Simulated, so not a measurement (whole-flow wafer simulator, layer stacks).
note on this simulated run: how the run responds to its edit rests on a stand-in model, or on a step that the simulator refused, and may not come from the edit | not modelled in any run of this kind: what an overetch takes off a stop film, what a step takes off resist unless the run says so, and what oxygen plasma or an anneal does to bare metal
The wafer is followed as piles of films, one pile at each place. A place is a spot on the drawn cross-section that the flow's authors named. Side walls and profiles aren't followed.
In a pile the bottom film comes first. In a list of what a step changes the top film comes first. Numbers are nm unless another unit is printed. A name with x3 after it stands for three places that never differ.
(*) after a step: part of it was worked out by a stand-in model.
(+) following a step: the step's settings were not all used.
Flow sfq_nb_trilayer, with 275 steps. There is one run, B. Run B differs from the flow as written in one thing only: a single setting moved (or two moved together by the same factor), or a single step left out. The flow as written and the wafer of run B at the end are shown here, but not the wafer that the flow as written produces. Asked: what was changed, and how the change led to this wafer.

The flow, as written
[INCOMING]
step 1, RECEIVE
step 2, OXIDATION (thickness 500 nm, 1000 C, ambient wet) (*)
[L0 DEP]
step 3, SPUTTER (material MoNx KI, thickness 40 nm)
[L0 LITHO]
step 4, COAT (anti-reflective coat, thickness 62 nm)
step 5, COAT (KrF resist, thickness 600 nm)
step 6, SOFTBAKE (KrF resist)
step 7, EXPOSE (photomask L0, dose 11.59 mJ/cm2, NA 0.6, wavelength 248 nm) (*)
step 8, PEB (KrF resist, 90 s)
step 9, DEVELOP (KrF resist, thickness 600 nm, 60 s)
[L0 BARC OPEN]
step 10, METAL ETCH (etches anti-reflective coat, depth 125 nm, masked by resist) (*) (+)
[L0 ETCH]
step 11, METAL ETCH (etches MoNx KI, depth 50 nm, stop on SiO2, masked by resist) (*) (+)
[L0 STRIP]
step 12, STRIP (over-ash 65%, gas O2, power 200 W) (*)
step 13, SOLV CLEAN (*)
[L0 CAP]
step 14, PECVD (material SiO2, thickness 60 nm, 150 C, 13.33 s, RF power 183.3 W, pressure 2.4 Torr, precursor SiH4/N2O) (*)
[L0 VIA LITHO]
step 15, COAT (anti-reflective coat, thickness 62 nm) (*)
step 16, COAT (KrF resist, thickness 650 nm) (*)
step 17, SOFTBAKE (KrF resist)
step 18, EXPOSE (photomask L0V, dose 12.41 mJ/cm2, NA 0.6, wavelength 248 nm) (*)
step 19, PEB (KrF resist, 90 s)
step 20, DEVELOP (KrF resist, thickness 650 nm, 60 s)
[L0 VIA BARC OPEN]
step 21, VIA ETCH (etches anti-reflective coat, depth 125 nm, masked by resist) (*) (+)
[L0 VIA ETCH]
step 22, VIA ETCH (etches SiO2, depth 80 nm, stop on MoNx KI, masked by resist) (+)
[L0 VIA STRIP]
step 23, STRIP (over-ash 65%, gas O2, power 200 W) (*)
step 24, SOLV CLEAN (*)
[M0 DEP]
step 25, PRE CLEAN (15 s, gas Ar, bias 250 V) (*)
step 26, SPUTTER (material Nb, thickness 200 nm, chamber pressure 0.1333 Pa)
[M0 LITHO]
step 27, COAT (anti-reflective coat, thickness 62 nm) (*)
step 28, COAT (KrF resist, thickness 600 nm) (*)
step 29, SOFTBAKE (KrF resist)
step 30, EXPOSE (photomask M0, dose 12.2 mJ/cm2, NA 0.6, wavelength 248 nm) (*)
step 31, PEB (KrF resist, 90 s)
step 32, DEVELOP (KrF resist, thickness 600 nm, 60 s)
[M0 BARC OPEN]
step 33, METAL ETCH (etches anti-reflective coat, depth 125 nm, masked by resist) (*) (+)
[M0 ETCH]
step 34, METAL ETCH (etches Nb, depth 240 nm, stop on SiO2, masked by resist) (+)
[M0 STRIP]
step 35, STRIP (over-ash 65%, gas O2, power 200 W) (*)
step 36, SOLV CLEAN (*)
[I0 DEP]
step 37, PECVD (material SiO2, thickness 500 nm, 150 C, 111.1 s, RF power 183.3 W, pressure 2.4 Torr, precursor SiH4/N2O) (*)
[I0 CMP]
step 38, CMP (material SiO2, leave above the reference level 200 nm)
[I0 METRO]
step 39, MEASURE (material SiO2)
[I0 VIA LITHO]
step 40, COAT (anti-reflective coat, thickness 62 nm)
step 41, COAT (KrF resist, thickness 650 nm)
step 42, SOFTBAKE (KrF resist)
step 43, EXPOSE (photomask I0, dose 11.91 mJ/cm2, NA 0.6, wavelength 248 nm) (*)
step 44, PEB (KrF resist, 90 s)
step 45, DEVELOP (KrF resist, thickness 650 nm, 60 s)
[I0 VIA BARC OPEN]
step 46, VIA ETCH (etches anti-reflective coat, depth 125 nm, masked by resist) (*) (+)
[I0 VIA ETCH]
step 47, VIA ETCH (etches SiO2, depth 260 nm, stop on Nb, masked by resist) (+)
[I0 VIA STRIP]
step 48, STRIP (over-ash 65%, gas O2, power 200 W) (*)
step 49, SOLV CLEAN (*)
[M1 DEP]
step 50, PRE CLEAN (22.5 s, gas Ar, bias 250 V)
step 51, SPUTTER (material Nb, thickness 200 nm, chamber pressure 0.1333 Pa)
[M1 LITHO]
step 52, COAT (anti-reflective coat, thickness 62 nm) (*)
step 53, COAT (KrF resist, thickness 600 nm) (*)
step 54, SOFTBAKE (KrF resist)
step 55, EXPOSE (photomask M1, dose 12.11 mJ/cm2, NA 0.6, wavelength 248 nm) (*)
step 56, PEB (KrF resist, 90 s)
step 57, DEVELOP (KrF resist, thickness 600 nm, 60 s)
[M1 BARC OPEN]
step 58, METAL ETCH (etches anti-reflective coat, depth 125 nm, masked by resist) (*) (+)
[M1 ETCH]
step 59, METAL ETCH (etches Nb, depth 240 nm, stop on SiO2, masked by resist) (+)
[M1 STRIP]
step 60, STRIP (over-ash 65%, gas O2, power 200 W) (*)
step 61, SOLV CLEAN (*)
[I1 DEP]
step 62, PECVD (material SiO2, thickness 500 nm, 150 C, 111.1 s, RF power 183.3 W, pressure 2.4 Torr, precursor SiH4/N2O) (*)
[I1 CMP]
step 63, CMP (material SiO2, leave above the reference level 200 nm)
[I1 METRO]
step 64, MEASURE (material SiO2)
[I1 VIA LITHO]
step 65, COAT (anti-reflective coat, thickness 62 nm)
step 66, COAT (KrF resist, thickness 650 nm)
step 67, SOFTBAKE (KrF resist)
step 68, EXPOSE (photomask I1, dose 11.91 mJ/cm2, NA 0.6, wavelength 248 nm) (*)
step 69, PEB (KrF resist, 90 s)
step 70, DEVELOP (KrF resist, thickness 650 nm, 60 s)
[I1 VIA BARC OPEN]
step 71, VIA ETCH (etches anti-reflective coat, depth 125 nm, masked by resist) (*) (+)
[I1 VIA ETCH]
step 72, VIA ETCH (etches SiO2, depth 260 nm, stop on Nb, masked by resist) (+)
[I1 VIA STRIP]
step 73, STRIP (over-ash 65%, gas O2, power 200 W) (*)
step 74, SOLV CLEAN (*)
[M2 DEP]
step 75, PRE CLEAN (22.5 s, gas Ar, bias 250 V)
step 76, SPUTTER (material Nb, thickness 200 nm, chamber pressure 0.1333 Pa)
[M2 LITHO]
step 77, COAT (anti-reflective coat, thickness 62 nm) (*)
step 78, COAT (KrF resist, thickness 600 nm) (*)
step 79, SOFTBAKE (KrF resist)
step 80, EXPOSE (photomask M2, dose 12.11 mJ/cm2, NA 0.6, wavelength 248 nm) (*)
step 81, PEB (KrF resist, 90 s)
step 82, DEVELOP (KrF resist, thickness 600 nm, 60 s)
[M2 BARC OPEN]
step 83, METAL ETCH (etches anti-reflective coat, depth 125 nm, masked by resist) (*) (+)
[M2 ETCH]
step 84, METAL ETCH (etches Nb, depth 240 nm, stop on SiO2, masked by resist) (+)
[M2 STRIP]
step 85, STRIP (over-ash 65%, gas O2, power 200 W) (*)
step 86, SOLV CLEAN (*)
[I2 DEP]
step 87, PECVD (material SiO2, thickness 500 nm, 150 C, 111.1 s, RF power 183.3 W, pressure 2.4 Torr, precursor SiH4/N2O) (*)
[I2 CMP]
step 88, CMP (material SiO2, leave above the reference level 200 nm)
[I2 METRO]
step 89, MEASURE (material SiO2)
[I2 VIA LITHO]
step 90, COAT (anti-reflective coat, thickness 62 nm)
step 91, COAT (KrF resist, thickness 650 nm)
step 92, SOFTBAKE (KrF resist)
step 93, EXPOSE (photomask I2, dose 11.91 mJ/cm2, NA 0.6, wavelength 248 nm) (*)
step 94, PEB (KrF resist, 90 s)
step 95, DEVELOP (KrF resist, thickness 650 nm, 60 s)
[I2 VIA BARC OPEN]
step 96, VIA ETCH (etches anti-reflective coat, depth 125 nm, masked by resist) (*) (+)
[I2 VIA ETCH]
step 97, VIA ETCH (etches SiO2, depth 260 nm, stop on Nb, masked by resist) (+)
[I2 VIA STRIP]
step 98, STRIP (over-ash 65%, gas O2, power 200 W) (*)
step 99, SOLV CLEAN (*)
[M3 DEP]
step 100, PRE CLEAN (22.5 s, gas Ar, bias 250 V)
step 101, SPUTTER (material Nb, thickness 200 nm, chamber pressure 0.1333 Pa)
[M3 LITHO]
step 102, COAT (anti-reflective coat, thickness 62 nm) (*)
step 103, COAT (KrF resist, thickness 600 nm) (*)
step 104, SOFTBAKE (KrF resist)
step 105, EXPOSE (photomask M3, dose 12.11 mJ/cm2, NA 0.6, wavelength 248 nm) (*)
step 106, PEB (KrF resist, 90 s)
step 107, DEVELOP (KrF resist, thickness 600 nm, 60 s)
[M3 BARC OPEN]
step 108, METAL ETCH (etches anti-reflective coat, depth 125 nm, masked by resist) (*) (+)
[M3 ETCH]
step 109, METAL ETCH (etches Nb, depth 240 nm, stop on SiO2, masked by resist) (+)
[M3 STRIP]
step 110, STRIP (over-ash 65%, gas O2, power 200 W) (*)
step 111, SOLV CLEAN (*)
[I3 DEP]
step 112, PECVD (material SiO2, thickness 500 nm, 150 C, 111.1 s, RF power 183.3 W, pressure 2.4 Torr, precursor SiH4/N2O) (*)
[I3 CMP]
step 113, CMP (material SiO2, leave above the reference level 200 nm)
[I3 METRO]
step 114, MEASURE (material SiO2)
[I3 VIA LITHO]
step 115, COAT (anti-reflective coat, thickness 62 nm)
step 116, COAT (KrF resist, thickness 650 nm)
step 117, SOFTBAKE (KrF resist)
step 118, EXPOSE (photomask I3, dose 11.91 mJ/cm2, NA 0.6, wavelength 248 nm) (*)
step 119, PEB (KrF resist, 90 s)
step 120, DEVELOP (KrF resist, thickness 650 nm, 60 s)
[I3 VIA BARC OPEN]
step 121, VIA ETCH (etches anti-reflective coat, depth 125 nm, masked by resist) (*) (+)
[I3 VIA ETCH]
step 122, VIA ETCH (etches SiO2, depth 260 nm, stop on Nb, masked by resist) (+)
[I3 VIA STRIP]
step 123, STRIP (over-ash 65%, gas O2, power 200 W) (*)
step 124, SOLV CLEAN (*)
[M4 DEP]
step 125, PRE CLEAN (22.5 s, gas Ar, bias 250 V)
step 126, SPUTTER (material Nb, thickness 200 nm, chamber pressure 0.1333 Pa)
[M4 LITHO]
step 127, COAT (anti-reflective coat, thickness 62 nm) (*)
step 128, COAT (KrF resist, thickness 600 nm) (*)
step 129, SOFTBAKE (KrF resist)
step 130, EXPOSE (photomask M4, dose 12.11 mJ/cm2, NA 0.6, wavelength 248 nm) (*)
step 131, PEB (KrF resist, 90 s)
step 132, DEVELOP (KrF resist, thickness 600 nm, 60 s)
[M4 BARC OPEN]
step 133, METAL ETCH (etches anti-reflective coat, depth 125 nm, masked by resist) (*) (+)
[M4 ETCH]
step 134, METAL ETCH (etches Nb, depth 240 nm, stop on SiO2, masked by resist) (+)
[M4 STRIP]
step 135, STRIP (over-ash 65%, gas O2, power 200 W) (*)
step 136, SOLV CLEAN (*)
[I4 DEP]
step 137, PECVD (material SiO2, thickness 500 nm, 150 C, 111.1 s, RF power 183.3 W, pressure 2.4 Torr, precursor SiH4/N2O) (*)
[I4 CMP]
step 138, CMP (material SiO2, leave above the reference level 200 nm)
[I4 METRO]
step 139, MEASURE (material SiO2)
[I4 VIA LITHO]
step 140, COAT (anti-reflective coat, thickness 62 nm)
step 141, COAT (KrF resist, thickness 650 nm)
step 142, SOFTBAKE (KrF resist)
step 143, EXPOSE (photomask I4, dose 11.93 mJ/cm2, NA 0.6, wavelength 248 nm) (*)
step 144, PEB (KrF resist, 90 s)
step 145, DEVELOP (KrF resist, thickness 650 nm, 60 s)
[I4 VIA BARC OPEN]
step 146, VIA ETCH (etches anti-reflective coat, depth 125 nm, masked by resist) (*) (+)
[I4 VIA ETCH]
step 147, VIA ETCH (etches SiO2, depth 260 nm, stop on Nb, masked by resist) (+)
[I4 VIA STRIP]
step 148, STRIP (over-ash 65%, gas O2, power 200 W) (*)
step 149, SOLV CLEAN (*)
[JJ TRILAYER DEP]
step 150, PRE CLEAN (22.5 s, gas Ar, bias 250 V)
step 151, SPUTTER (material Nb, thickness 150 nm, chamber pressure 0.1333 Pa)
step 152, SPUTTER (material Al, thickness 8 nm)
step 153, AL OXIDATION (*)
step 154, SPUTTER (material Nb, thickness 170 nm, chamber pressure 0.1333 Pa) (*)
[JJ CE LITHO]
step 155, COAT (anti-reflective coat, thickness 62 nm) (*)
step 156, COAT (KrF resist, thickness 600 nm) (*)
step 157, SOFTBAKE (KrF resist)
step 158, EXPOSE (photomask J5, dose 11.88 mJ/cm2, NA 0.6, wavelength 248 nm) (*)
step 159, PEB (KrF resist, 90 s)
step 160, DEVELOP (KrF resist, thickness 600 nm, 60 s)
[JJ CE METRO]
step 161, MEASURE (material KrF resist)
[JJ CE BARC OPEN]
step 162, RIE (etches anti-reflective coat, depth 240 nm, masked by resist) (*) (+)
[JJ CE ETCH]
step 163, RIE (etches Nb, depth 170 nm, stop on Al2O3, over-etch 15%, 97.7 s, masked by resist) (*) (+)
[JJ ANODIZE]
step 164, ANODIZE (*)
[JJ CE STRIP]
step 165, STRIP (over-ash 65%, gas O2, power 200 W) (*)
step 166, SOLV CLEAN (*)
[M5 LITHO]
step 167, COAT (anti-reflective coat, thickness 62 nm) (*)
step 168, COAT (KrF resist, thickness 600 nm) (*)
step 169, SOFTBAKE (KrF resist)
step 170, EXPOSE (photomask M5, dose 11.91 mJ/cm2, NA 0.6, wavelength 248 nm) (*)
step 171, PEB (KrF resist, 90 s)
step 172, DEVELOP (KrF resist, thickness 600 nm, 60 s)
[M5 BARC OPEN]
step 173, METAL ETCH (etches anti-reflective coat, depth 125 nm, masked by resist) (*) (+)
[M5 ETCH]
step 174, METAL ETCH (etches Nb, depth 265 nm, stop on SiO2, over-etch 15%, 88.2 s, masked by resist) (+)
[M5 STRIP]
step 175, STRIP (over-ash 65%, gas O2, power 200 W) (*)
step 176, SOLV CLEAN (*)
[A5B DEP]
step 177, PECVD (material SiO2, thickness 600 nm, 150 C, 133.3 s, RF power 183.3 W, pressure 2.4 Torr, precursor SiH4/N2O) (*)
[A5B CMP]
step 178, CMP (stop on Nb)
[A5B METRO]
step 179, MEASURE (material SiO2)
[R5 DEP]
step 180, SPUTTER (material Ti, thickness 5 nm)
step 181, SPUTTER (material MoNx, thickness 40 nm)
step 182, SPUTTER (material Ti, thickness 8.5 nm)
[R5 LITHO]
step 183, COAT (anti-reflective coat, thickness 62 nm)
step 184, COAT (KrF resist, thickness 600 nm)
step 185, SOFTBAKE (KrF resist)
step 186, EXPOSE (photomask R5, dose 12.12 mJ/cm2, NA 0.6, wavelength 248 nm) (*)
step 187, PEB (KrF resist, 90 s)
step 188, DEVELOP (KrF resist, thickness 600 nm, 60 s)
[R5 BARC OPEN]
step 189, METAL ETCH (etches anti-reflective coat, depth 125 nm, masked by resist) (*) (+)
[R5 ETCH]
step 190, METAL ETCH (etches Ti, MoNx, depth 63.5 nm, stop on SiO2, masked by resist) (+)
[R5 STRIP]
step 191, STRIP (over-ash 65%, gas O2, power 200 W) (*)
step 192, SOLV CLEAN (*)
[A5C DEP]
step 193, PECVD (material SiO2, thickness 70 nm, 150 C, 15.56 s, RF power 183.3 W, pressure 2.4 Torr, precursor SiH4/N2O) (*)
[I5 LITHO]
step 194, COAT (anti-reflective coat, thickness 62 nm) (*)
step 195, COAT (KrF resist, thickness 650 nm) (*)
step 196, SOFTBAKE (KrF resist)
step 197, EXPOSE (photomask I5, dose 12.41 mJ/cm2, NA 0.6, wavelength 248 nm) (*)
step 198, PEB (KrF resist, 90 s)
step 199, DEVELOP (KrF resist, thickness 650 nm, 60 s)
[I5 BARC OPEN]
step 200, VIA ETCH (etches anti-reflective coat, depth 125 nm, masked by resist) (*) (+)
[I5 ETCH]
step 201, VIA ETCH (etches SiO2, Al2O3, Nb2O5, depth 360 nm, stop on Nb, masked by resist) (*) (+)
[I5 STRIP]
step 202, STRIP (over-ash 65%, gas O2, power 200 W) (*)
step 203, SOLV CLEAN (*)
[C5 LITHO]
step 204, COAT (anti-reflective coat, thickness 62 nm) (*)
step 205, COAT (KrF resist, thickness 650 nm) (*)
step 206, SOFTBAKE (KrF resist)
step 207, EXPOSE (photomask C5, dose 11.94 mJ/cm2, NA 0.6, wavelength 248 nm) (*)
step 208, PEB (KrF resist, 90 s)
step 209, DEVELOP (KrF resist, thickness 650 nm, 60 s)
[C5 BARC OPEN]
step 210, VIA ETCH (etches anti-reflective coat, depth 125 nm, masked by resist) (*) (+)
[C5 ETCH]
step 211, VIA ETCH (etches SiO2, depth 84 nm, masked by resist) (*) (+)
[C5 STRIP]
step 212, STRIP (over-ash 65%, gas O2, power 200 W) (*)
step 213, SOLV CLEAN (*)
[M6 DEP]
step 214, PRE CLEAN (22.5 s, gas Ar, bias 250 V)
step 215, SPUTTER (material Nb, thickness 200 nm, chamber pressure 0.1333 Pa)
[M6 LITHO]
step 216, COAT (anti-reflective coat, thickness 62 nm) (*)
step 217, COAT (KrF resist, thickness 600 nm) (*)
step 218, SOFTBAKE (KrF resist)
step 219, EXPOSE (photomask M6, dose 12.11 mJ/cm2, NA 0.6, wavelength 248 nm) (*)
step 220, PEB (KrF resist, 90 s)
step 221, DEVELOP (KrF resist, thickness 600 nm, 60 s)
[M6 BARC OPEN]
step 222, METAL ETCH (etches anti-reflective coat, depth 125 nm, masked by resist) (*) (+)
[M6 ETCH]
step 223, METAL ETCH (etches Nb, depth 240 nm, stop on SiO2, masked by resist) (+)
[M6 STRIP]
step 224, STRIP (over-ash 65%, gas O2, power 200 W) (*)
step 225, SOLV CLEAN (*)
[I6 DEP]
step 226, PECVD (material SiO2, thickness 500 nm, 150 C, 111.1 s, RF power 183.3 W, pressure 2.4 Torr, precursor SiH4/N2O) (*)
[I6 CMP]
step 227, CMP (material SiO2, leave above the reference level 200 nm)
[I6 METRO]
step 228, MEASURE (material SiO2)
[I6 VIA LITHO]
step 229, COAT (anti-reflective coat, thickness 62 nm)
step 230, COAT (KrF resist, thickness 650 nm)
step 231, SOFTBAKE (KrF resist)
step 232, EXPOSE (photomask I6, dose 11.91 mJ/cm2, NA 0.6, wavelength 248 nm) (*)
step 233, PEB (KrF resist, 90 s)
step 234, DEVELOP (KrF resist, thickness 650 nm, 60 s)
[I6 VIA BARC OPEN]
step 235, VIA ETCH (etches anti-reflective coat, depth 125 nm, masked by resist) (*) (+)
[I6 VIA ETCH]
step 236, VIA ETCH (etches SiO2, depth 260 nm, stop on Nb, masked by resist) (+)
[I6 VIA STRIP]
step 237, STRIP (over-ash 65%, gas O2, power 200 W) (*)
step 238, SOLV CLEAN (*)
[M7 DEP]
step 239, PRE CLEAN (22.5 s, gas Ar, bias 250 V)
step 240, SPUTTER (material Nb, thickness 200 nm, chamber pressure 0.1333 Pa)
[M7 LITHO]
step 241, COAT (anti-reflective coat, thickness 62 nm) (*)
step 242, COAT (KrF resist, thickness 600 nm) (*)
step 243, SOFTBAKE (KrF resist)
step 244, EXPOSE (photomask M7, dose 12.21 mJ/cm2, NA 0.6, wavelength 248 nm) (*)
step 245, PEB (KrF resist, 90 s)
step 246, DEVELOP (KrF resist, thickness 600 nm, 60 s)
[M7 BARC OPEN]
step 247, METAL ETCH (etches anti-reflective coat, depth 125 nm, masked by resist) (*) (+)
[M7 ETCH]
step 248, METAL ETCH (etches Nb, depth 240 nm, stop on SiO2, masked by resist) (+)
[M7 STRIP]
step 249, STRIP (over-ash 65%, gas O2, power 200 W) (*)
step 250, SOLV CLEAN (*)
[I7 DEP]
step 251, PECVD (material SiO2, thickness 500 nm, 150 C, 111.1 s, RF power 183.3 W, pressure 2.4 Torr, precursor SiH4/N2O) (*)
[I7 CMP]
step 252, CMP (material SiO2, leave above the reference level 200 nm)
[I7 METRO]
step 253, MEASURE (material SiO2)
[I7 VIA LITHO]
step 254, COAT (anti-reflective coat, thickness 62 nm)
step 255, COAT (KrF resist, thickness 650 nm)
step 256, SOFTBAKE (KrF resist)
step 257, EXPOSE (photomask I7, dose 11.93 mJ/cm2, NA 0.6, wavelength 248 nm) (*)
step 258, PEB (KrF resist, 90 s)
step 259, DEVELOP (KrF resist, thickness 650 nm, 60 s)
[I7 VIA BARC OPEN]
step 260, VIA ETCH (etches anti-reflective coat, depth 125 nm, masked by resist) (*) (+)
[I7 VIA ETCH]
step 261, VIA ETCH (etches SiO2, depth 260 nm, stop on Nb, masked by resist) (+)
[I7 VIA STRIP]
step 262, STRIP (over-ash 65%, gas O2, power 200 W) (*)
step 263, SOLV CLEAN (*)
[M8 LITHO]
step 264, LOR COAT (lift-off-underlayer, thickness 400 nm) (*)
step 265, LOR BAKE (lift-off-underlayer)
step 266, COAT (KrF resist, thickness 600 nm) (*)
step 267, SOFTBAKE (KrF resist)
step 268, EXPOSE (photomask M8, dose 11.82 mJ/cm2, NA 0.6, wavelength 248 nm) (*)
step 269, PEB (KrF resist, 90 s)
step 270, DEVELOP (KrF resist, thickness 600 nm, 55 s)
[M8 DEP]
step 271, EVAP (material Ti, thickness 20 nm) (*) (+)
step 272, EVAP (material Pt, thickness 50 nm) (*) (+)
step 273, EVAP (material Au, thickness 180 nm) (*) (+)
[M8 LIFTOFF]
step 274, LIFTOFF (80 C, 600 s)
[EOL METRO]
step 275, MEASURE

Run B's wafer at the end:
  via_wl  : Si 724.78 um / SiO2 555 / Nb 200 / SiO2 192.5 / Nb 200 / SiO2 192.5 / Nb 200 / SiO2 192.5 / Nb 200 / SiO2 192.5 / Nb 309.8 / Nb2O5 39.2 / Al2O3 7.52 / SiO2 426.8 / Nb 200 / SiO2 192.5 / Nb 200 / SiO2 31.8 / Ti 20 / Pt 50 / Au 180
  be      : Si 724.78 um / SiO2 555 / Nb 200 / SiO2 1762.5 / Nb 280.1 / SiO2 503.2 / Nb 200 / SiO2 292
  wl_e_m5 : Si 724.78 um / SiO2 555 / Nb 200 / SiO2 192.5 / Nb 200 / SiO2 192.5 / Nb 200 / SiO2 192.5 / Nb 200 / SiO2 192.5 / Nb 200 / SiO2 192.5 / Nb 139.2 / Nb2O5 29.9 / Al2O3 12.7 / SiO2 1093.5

What caused this: step 252, CMP: leave above the reference level 292 nm was run, though the flow has leave above the reference level 200 nm.
One can read it off the wafer: be has SiO2 292, and step 252 as written asks for 200 nm.

How this came from the change, step by step:
  step 252, CMP (material SiO2, leave above the reference level 200 nm)
      field_r, lsp_l: nothing (in the flow as written it would be: SiO2 loses 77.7)
      l0_sur, l0v: nothing (in the flow as written it would be: SiO2 loses 87.8)
      (and at 102 other places as well)
  step 254, COAT (anti-reflective coat, thickness 62 nm)
      moat: anti-reflective coat gains 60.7 (new film) (in the flow as written it would be: anti-reflective coat gains 62 (new film))
      field_r: anti-reflective coat gains 67.2 (new film) (in the flow as written it would be: anti-reflective coat gains 62 (new film))
      (and at 2 other places as well)
  step 261, VIA ETCH (etches SiO2, depth 260 nm, stop on Nb, masked by resist) (+)
      via_wl, via_w, via_wr: SiO2 loses 260 (in the flow as written it would be: SiO2 loses 199.8 (all of it))
  step 262, STRIP (over-ash 65%, gas O2, power 200 W) (*)
      moat: KrF resist loses 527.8 (all of it), anti-reflective coat loses 60.7 (all of it) (in the flow as written it would be: KrF resist loses 528.6 (all of it), anti-reflective coat loses 62 (all of it))
      field_r: KrF resist loses 534.2 (all of it), anti-reflective coat loses 67.2 (all of it) (in the flow as written it would be: KrF resist loses 528.6 (all of it), anti-reflective coat loses 62 (all of it))
      (and at 2 other places as well)
  step 264, LOR COAT (lift-off-underlayer, thickness 400 nm) (*)
      via_wl, via_wr: lift-off-underlayer gains 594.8 (new film) (in the flow as written it would be: lift-off-underlayer gains 549.8 (new film))
      v_sur: lift-off-underlayer gains 360.2 (new film) (in the flow as written it would be: lift-off-underlayer gains 369.4 (new film))
      (and at 3 other places as well)
  step 270, DEVELOP (KrF resist, thickness 600 nm, 55 s)
      v_sur: KrF resist loses 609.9 (all of it), lift-off-underlayer loses 360.2 (all of it) (in the flow as written it would be: KrF resist loses 607.3 (all of it), lift-off-underlayer loses 369.4 (all of it))
      via_wl: KrF resist loses 631.3 (all of it), lift-off-underlayer loses 594.8 (all of it) (in the flow as written it would be: KrF resist loses 623.9 (all of it), lift-off-underlayer loses 549.8 (all of it))
      (and at 2 other places as well)
  step 274, LIFTOFF (80 C, 600 s)
      field_r: Au loses 180 (all of it), Pt loses 50 (all of it), Ti loses 20 (all of it), KrF resist loses 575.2 (all of it), lift-off-underlayer loses 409 (all of it) (in the flow as written it would be: Au loses 180 (all of it), Pt loses 50 (all of it), Ti loses 20 (all of it), KrF resist loses 573.5 (all of it), lift-off-underlayer loses 399.6 (all of it))
      lsp_l: Au loses 180 (all of it), Pt loses 50 (all of it), Ti loses 20 (all of it), KrF resist loses 575.5 (all of it), lift-off-underlayer loses 408.4 (all of it) (in the flow as written it would be: Au loses 180 (all of it), Pt loses 50 (all of it), Ti loses 20 (all of it), KrF resist loses 573.4 (all of it), lift-off-underlayer loses 399.6 (all of it))
Taking metal films that touch as one body, via_wl has 8 bodies (between them, from the top down: SiO2 31.8; SiO2 192.5; SiO2 426.8 / Al2O3 7.52 / Nb2O5 39.2; SiO2 192.5; SiO2 192.5; SiO2 192.5; SiO2 192.5); the flow as written gives 7 bodies (between them, from the top down: SiO2 192.5; SiO2 426.8 / Al2O3 7.52 / Nb2O5 39.2; SiO2 192.5; SiO2 192.5; SiO2 192.5; SiO2 192.5).
